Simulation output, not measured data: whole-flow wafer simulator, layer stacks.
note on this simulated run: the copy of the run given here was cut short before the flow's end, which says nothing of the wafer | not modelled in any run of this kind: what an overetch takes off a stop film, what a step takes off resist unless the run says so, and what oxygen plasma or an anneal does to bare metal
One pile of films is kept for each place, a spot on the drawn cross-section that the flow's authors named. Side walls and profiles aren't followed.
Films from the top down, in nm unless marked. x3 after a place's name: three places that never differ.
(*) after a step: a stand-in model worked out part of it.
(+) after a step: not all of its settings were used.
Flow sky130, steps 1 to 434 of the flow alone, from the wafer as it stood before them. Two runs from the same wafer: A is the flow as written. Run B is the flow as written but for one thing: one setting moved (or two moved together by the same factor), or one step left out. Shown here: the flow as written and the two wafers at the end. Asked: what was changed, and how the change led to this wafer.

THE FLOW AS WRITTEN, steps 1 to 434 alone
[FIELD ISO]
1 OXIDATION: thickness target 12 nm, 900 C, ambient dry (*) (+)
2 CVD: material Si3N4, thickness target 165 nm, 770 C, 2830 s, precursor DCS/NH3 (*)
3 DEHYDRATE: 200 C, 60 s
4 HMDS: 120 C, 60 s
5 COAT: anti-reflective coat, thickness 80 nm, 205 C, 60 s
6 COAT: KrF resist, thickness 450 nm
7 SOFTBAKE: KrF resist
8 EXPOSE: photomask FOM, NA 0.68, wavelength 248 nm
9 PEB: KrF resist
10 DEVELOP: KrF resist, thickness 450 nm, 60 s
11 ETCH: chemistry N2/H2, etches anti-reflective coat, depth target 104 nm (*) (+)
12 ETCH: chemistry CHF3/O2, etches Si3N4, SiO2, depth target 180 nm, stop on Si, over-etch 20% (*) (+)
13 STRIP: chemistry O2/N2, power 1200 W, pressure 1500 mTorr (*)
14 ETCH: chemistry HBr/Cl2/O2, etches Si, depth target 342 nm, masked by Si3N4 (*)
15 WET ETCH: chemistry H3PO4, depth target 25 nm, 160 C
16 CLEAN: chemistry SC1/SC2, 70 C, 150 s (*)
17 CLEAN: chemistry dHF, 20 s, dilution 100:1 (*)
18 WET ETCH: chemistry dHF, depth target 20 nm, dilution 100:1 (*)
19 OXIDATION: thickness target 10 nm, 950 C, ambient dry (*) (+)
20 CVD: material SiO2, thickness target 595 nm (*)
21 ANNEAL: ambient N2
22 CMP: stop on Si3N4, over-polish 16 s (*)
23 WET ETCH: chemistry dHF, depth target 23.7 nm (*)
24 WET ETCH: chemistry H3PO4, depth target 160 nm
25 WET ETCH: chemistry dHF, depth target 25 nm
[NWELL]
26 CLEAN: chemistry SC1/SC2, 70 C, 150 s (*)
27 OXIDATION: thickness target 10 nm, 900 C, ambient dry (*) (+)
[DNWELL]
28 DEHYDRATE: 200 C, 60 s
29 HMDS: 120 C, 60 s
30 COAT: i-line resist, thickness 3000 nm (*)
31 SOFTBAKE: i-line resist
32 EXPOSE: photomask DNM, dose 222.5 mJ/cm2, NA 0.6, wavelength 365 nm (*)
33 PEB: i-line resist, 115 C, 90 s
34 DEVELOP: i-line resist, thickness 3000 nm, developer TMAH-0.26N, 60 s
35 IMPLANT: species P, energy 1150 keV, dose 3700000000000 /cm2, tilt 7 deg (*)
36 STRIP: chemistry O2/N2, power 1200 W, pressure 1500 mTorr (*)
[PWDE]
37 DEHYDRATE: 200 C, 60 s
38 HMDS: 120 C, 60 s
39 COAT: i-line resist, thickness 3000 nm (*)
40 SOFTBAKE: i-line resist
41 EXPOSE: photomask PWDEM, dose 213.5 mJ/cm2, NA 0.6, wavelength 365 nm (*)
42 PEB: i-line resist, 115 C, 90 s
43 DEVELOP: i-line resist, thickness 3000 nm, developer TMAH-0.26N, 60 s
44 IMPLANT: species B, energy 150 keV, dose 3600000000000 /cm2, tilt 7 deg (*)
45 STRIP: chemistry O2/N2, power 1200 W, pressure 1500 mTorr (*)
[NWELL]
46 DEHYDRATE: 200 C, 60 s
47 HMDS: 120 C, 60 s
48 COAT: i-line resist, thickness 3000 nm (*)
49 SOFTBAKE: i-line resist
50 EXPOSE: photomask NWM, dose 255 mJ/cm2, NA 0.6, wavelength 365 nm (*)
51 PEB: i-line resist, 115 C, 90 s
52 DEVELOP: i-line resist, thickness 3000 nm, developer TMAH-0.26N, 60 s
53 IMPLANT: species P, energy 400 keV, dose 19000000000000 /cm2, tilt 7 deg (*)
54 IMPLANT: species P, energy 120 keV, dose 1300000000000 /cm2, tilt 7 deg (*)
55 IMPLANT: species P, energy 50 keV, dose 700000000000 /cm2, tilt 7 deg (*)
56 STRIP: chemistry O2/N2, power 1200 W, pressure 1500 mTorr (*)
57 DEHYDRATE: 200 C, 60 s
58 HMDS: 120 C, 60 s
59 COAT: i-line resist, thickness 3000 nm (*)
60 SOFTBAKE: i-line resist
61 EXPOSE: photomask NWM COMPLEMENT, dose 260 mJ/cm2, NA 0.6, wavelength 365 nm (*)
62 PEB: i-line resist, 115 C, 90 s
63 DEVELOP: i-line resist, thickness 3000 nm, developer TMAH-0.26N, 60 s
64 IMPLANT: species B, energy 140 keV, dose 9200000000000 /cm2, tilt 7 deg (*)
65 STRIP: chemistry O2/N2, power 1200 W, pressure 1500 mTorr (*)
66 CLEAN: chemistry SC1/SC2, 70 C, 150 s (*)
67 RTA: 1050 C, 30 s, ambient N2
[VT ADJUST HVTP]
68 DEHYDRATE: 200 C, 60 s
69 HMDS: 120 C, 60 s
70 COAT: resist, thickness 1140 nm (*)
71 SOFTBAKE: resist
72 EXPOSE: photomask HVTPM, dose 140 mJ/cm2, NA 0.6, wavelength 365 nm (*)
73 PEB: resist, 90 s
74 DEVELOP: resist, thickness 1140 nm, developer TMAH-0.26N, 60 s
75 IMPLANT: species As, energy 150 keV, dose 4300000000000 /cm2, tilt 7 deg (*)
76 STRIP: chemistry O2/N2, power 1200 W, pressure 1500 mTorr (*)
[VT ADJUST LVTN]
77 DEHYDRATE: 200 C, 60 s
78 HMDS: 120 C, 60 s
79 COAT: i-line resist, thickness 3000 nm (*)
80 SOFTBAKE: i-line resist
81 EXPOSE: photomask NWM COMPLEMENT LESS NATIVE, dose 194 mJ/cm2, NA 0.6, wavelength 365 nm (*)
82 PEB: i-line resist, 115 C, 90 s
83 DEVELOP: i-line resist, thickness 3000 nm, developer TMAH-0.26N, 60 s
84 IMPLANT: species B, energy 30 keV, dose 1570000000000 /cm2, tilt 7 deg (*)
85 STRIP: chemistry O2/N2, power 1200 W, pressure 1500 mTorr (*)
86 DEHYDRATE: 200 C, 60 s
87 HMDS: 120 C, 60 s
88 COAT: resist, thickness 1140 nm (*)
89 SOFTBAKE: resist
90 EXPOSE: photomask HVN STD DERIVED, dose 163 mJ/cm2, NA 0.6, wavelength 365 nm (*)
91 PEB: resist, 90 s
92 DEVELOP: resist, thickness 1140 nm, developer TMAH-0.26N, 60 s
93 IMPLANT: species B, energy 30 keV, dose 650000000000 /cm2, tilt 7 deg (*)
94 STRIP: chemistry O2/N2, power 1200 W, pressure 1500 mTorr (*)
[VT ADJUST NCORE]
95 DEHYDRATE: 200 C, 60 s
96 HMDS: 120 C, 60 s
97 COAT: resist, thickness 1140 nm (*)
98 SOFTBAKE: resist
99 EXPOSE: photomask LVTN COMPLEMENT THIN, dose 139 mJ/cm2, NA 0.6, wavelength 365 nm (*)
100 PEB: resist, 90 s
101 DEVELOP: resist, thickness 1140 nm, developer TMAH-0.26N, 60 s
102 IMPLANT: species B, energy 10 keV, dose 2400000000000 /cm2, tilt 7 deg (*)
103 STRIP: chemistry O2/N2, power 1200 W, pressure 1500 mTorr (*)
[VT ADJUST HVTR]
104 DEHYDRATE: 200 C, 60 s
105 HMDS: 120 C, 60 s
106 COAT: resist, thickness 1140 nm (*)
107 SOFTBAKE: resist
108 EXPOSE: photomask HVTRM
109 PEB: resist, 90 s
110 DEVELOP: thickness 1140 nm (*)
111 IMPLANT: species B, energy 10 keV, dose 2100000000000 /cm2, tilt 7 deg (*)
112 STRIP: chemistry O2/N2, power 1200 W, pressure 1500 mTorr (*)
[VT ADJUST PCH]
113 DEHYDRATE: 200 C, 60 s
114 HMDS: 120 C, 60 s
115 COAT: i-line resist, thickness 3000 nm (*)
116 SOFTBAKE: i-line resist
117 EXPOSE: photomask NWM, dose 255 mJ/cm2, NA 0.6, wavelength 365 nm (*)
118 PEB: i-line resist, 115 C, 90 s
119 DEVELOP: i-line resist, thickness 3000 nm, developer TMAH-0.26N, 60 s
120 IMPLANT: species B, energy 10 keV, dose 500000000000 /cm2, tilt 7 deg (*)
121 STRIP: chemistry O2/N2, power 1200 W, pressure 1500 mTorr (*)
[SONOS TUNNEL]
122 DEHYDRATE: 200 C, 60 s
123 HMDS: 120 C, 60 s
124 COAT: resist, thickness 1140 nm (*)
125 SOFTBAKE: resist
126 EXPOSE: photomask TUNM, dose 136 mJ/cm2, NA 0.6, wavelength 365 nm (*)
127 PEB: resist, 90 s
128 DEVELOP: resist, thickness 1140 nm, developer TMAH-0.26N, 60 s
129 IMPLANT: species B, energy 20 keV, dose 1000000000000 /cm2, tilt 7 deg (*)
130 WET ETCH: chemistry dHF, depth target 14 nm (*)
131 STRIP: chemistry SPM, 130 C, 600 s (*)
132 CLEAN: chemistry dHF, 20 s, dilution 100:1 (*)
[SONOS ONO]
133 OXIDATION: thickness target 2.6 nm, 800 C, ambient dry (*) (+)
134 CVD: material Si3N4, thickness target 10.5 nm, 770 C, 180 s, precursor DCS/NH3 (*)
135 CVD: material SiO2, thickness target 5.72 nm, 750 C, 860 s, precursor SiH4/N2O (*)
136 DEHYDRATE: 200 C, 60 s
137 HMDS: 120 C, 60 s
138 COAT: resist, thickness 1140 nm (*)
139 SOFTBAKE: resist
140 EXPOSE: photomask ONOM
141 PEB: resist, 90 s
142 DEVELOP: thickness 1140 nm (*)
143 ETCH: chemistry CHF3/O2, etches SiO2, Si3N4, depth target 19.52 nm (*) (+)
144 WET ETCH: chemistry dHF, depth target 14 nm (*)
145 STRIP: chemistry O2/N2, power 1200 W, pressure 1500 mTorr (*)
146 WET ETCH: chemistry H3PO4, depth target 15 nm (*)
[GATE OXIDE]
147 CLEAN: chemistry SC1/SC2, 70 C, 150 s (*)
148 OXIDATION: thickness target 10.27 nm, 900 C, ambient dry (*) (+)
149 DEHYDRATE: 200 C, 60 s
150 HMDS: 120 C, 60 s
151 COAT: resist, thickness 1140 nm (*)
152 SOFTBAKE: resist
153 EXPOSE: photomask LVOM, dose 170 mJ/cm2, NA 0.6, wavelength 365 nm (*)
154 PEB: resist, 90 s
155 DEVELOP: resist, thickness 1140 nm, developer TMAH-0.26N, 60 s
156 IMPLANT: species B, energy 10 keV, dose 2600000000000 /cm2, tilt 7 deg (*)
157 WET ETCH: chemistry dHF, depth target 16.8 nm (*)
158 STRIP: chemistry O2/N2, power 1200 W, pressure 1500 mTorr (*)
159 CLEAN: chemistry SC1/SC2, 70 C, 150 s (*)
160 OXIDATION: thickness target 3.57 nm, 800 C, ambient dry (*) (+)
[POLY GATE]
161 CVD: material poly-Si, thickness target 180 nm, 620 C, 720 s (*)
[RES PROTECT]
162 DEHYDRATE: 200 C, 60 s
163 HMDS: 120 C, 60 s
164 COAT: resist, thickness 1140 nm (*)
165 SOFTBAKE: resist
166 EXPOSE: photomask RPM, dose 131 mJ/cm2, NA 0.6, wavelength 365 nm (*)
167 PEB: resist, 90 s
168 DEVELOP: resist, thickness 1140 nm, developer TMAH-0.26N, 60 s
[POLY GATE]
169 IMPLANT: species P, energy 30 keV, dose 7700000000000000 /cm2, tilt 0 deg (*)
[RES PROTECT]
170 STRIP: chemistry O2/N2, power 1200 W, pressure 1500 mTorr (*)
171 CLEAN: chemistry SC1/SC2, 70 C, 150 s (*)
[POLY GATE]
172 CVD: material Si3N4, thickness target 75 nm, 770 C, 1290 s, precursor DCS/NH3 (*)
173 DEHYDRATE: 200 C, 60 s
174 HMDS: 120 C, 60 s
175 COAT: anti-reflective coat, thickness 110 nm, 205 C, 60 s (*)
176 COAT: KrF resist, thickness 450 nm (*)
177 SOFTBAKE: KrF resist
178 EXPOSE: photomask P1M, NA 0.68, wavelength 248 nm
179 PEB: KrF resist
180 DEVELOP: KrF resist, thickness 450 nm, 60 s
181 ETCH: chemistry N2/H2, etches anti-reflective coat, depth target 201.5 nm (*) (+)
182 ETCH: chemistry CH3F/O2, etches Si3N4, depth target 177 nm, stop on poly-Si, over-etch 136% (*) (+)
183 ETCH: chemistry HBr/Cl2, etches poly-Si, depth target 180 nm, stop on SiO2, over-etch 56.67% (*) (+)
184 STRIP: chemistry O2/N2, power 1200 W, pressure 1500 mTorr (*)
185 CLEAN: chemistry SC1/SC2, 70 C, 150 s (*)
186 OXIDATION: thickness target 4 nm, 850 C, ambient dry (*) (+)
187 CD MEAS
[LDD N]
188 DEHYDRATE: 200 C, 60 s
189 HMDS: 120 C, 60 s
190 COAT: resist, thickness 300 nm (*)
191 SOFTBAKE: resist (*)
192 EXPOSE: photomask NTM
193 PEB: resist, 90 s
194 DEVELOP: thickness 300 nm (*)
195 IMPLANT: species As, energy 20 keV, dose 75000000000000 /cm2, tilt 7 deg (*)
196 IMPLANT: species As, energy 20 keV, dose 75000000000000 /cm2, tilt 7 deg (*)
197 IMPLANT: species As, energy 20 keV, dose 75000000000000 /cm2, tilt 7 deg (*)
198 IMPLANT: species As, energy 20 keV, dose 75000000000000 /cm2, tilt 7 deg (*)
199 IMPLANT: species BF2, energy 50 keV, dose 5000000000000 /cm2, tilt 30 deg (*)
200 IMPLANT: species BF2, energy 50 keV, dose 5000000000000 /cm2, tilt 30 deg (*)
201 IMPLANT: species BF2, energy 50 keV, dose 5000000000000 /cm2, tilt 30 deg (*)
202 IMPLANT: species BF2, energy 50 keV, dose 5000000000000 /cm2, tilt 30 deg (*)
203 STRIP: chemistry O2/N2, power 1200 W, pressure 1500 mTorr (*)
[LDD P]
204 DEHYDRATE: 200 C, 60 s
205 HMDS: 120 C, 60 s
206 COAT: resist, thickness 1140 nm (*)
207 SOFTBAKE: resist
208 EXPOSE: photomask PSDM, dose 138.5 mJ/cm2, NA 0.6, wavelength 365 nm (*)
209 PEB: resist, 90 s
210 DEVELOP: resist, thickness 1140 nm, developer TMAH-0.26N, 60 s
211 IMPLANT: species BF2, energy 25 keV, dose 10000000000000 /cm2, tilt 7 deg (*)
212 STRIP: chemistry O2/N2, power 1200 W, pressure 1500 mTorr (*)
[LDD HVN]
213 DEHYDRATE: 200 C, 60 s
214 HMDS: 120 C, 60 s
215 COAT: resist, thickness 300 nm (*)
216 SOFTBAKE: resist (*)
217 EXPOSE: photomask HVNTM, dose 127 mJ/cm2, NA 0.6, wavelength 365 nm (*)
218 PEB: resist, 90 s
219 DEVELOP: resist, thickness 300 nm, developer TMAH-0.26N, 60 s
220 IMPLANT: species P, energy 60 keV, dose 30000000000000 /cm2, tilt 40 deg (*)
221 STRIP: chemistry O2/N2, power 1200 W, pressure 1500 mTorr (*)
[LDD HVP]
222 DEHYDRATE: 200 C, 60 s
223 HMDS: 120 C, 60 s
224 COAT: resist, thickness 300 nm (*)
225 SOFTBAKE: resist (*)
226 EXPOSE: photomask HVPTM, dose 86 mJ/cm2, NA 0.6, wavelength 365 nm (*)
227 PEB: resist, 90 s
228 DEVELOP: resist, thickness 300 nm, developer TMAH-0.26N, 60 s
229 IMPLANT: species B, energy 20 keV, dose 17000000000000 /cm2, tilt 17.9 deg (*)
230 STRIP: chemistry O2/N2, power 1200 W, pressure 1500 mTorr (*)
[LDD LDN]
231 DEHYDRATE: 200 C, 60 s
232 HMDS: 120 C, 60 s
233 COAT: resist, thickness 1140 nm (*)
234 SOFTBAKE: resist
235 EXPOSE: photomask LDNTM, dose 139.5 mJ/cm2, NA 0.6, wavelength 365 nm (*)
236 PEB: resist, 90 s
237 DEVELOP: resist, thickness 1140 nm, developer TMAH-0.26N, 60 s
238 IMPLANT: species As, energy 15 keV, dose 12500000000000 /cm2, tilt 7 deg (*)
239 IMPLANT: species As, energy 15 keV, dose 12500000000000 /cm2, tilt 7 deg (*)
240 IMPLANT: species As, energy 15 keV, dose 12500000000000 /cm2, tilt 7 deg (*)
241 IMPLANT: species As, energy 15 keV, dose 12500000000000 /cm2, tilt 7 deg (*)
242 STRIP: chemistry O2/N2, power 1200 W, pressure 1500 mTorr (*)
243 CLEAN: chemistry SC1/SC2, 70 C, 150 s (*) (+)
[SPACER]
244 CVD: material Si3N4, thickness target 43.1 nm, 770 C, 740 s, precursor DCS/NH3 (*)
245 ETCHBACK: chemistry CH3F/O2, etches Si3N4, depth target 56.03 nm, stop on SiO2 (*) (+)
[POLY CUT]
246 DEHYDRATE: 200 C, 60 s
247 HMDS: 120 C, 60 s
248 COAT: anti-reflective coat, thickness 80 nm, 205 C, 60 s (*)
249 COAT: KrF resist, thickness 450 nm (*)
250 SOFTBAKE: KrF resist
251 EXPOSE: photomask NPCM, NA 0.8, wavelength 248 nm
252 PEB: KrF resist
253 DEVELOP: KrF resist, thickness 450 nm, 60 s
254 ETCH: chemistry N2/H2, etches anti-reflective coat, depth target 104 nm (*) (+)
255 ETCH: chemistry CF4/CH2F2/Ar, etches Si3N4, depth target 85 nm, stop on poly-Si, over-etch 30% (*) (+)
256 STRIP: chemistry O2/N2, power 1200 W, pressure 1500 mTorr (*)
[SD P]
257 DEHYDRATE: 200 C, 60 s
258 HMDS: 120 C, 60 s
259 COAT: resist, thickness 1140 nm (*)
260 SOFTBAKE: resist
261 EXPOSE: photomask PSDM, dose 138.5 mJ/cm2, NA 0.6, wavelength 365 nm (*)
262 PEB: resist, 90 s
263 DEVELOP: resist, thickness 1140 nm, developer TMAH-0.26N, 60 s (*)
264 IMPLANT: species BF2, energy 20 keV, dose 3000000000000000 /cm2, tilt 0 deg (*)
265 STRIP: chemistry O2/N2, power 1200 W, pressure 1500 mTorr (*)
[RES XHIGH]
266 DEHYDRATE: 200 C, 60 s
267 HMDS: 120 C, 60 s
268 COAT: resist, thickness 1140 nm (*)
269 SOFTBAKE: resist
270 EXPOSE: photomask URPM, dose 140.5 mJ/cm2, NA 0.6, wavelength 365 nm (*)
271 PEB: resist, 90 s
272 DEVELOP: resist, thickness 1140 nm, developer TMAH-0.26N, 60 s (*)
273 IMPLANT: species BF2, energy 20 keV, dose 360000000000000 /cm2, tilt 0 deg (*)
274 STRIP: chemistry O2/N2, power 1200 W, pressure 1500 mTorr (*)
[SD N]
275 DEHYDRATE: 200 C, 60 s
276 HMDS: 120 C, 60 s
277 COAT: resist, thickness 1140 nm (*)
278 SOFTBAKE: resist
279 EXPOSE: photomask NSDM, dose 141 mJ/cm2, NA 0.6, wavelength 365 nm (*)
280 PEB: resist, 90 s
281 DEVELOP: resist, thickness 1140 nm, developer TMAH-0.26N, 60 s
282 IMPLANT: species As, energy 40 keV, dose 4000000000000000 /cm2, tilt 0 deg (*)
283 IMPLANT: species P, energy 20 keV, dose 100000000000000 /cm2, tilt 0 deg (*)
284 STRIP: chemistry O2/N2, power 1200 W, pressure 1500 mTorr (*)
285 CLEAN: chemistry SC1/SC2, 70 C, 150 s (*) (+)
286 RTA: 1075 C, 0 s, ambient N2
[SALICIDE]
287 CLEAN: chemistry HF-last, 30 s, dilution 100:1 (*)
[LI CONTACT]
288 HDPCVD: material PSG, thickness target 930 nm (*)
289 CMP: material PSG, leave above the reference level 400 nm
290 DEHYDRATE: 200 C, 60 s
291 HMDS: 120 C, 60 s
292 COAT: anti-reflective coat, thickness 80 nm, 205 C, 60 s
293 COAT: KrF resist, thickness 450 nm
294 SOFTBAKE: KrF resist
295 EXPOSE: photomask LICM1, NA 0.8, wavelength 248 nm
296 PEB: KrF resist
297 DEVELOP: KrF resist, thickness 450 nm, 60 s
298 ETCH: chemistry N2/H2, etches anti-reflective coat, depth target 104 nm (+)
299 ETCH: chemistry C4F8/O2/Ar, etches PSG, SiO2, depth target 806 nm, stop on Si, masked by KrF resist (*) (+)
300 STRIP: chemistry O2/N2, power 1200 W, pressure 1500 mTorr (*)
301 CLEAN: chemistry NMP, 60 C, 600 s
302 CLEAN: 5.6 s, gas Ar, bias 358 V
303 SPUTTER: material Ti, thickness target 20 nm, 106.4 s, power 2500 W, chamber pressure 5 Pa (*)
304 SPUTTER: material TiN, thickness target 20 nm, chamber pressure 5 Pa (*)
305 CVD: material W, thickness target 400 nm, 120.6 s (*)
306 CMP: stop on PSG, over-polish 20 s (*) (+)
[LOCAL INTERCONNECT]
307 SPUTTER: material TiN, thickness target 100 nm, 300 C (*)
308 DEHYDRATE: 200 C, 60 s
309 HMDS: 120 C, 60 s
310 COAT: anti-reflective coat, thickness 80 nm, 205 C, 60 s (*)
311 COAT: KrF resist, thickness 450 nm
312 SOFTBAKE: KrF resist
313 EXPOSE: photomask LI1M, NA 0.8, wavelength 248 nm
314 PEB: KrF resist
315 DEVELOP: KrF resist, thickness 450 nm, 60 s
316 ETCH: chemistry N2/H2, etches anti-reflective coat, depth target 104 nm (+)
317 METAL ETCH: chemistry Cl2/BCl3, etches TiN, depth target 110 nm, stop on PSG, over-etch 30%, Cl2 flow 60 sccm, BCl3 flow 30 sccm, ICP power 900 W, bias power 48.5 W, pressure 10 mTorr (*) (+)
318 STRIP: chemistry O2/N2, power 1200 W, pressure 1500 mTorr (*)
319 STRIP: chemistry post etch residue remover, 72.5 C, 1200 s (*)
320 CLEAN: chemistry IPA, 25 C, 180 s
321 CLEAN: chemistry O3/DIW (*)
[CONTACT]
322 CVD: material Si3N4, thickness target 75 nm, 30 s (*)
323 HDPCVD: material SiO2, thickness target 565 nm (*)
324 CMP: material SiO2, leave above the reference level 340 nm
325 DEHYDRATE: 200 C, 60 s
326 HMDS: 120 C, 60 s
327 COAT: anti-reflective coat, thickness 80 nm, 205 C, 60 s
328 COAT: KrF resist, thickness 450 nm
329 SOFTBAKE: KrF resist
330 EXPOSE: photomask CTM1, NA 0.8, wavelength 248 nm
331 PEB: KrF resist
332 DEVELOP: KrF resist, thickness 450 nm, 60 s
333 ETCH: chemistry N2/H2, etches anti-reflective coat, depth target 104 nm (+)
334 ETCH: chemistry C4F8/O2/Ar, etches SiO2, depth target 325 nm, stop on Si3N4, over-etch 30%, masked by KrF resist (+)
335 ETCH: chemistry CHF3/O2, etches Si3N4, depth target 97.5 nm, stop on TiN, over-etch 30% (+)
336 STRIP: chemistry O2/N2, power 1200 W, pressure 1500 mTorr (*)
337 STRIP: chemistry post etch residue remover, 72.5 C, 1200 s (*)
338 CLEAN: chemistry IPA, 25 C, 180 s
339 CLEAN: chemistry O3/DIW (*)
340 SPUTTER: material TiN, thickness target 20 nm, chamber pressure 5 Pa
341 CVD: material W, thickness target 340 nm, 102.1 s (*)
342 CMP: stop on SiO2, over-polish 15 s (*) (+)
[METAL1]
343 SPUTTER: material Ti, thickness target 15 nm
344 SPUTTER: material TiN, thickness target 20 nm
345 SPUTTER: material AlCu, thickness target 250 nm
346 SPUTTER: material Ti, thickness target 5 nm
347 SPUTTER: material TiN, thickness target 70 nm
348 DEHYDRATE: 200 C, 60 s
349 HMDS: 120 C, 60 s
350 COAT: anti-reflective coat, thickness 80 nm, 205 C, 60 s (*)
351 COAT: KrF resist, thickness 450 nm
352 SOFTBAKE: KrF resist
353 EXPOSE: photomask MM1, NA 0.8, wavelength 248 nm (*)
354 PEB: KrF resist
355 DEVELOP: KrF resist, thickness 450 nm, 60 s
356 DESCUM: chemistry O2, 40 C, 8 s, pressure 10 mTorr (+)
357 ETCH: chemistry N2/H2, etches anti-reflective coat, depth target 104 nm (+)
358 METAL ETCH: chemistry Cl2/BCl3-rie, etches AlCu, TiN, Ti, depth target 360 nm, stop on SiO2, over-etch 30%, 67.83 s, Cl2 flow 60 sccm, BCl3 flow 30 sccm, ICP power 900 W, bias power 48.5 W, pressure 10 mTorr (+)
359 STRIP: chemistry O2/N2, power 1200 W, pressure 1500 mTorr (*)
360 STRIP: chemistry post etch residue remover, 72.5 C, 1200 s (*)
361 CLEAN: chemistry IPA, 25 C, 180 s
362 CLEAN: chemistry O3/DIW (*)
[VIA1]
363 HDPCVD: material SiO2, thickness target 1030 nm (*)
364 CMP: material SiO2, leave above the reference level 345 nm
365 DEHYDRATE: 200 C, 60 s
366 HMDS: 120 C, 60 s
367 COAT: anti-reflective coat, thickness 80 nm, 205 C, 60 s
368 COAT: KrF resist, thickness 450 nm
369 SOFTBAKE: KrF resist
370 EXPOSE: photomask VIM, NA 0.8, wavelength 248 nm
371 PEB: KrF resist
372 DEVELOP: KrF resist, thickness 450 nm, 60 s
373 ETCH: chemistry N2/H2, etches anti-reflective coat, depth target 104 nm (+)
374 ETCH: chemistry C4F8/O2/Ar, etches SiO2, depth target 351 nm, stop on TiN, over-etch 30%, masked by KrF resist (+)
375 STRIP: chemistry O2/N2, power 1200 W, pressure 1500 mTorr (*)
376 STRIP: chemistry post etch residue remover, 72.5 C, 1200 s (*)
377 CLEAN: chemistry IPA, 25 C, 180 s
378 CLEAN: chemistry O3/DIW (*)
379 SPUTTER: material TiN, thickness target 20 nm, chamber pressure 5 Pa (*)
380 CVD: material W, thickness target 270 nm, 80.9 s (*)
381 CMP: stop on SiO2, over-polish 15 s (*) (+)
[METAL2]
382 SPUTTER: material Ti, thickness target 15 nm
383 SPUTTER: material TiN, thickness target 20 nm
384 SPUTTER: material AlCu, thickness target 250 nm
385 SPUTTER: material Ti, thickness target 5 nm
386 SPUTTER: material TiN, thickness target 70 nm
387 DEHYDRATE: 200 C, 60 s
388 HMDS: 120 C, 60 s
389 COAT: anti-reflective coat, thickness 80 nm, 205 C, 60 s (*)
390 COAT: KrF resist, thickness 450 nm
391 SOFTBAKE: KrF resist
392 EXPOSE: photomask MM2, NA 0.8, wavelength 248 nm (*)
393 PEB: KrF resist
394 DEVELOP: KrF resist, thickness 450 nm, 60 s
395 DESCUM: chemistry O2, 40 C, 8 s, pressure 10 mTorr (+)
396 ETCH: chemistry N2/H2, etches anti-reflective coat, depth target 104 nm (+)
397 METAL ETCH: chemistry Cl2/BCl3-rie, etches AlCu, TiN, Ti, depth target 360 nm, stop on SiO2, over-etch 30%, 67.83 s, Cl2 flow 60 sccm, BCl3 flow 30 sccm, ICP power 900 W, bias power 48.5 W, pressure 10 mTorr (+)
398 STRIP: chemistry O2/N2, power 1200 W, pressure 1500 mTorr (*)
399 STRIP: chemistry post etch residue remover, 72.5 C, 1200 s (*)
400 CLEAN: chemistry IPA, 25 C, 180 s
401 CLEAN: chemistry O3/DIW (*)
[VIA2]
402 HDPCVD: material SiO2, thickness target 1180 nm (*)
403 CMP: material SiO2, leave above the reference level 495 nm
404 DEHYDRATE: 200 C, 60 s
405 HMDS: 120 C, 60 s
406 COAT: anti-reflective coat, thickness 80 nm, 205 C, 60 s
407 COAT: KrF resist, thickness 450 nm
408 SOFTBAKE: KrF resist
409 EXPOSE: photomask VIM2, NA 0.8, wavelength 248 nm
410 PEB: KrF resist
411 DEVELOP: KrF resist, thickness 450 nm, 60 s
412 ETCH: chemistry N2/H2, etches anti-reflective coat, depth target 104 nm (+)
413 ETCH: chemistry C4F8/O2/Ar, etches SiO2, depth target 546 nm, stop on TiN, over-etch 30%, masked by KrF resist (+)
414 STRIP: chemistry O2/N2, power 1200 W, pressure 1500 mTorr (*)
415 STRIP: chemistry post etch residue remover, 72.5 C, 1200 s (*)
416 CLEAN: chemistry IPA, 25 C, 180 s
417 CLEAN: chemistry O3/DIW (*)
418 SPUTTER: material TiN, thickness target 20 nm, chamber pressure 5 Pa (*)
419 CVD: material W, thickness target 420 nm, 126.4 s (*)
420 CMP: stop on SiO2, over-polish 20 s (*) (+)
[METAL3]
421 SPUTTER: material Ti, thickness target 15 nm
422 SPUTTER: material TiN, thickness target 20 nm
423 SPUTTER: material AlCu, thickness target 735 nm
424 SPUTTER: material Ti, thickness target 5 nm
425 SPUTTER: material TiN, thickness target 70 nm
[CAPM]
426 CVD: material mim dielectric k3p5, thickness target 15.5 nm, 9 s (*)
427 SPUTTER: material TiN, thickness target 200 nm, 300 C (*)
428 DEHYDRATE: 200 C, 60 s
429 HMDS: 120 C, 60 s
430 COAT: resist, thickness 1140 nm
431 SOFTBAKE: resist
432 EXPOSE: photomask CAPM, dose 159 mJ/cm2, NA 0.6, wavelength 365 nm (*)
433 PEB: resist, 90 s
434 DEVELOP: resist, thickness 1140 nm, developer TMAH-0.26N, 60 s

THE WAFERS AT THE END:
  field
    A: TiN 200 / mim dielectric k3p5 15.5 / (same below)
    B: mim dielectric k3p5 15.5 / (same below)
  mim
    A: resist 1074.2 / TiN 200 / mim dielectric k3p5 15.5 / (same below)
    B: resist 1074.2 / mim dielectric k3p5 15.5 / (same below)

The cause: step 427, SPUTTER: material TiN, thickness target 200 nm, 300 C (*), was left out.

How the change led to this, step by step:
  (no step that both runs have acts differently)
Counting metal films that touch as one body, field has 1 body; the flow as written gives 2 bodies (between them, from the top down: mim dielectric k3p5 15.5).
Counting metal films that touch as one body, mim has 4 bodies (between them, from the top down: SiO2 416; SiO2 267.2; SiO2 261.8 / Si3N4 75); the flow as written gives 5 bodies (between them, from the top down: mim dielectric k3p5 15.5; SiO2 416; SiO2 267.2; SiO2 261.8 / Si3N4 75).
